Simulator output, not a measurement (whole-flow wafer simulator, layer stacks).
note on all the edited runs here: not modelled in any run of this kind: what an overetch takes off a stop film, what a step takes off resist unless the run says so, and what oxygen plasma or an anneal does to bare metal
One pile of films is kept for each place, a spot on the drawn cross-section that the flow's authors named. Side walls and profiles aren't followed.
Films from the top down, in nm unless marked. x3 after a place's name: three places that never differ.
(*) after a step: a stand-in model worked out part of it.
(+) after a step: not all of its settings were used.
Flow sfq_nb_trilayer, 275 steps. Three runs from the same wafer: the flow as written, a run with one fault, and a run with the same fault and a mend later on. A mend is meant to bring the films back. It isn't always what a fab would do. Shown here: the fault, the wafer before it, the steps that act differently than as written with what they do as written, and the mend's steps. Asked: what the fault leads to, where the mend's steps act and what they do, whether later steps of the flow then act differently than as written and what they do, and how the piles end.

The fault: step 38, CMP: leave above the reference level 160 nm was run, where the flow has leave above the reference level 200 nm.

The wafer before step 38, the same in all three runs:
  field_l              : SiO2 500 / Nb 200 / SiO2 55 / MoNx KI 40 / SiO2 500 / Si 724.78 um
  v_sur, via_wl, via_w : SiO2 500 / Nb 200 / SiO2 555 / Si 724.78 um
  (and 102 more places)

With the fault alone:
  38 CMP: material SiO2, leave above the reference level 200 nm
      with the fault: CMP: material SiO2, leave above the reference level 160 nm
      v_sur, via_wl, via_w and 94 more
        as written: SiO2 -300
        with the fault: SiO2 -340
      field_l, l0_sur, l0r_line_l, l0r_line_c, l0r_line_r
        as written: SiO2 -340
        with the fault: SiO2 -380
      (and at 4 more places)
  Later steps of the flow that act differently than as written (4 more steps differ only slightly, by at most 2% or 0.5 nm, whichever is larger, and aren't shown):
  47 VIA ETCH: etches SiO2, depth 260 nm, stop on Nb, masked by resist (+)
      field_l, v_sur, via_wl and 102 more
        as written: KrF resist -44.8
        with the fault: KrF resist -41.3
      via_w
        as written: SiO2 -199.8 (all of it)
        with the fault: SiO2 -159.8 (all of it)
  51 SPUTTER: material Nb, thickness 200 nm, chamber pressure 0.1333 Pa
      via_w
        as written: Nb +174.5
        with the fault: Nb +182.7
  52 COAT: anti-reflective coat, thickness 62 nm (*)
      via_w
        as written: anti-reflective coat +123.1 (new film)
        with the fault: anti-reflective coat +113.1 (new film)
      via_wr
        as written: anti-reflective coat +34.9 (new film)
        with the fault: anti-reflective coat +34 (new film)
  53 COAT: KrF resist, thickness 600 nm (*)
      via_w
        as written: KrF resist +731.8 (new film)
        with the fault: KrF resist +699.5 (new film)
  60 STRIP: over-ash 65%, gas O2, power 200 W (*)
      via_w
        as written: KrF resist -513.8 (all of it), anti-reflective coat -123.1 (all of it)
        with the fault: KrF resist -481.7 (all of it), anti-reflective coat -113.1 (all of it)
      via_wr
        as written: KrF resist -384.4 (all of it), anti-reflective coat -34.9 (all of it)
        with the fault: KrF resist -389.9 (all of it), anti-reflective coat -34 (all of it)
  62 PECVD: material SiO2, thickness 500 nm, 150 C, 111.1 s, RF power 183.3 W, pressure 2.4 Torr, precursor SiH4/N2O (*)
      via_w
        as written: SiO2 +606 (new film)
        with the fault: SiO2 +533.3 (new film)
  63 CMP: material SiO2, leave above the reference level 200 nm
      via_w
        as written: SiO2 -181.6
        with the fault: SiO2 -157.1
  At the end the piles differ from the flow's by more than 2% or 0.5 nm, whichever is larger, at v_sur, via_wl, via_w and 75 more.
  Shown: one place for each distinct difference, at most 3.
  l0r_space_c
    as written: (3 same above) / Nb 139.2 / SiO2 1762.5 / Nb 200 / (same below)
    with the fault: (3 same above) / Nb 139.2 / SiO2 1722.5 / Nb 200 / (same below)
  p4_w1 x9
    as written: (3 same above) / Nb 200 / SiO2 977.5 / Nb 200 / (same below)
    with the fault: (3 same above) / Nb 200 / SiO2 937.5 / Nb 200 / (same below)
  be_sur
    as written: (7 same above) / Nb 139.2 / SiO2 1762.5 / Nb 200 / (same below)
    with the fault: (7 same above) / Nb 139.2 / SiO2 1722.5 / Nb 200 / (same below)

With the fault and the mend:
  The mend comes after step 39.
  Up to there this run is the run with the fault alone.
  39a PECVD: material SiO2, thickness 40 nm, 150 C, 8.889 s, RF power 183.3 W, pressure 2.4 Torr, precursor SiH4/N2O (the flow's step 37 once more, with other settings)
      field_l, v_sur, via_wl and 103 more
        SiO2 +40
  No later step of the flow acts differently than as written at any place that is followed.
  At the end the piles are the same as the flow's at every place that both follow.
